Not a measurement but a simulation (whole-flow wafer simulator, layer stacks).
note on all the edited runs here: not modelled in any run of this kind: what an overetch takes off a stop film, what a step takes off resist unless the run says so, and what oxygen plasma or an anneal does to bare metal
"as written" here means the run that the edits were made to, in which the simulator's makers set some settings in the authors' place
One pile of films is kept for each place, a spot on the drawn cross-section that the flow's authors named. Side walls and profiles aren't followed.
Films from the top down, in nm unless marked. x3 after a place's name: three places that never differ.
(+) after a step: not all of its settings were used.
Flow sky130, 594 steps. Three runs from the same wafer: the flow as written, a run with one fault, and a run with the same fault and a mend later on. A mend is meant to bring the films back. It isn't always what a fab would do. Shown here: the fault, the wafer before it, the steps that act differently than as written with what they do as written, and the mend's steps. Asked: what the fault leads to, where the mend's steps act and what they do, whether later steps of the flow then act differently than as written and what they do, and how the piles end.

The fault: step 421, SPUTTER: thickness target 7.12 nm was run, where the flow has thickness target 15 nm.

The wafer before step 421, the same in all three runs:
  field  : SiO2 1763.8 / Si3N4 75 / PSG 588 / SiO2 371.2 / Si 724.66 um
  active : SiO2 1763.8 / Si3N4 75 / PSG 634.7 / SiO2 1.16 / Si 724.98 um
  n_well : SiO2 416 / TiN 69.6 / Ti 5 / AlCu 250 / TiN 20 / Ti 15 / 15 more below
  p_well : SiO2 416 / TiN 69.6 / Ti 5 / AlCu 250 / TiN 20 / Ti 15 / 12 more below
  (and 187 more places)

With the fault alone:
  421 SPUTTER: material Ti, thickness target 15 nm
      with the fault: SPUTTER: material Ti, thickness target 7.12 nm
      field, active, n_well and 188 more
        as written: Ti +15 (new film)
        with the fault: Ti +7.12 (new film)
  Later steps of the flow that act differently than as written (13 more steps differ only slightly, by at most 2% or 0.5 nm, whichever is larger, and aren't shown):
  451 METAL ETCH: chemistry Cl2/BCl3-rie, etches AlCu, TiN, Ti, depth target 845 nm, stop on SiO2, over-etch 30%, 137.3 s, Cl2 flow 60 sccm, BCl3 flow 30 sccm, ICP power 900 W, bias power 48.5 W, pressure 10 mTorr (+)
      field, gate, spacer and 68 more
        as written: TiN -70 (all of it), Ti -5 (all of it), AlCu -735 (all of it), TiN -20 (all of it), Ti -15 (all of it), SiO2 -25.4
        with the fault: TiN -70 (all of it), Ti -5 (all of it), AlCu -735 (all of it), TiN -20 (all of it), Ti -7.12 (all of it), SiO2 -26.1
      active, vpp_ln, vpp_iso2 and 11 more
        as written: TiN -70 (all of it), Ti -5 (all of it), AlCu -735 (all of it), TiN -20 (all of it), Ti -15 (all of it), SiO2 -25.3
        with the fault: TiN -70 (all of it), Ti -5 (all of it), AlCu -735 (all of it), TiN -20 (all of it), Ti -7.12 (all of it), SiO2 -26.1
  At the end the piles differ from the flow's by more than 2% or 0.5 nm, whichever is larger, at n_well, p_well, gate_hv and 104 more.
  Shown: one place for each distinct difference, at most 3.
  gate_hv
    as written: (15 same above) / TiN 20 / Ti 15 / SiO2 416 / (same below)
    with the fault: (15 same above) / TiN 20 / Ti 7.12 / SiO2 416 / (same below)
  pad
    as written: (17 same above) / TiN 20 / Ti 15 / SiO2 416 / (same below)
    with the fault: (17 same above) / TiN 20 / Ti 7.12 / SiO2 416 / (same below)
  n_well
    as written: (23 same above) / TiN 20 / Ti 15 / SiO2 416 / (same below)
    with the fault: (23 same above) / TiN 20 / Ti 7.12 / SiO2 416 / (same below)

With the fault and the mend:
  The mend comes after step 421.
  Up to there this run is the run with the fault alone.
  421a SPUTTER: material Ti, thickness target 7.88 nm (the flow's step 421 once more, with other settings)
      field, active, n_well and 188 more
        Ti +7.88
  No later step of the flow acts differently than as written at any place that is followed.
  At the end the piles are the same as the flow's at every place that both follow.
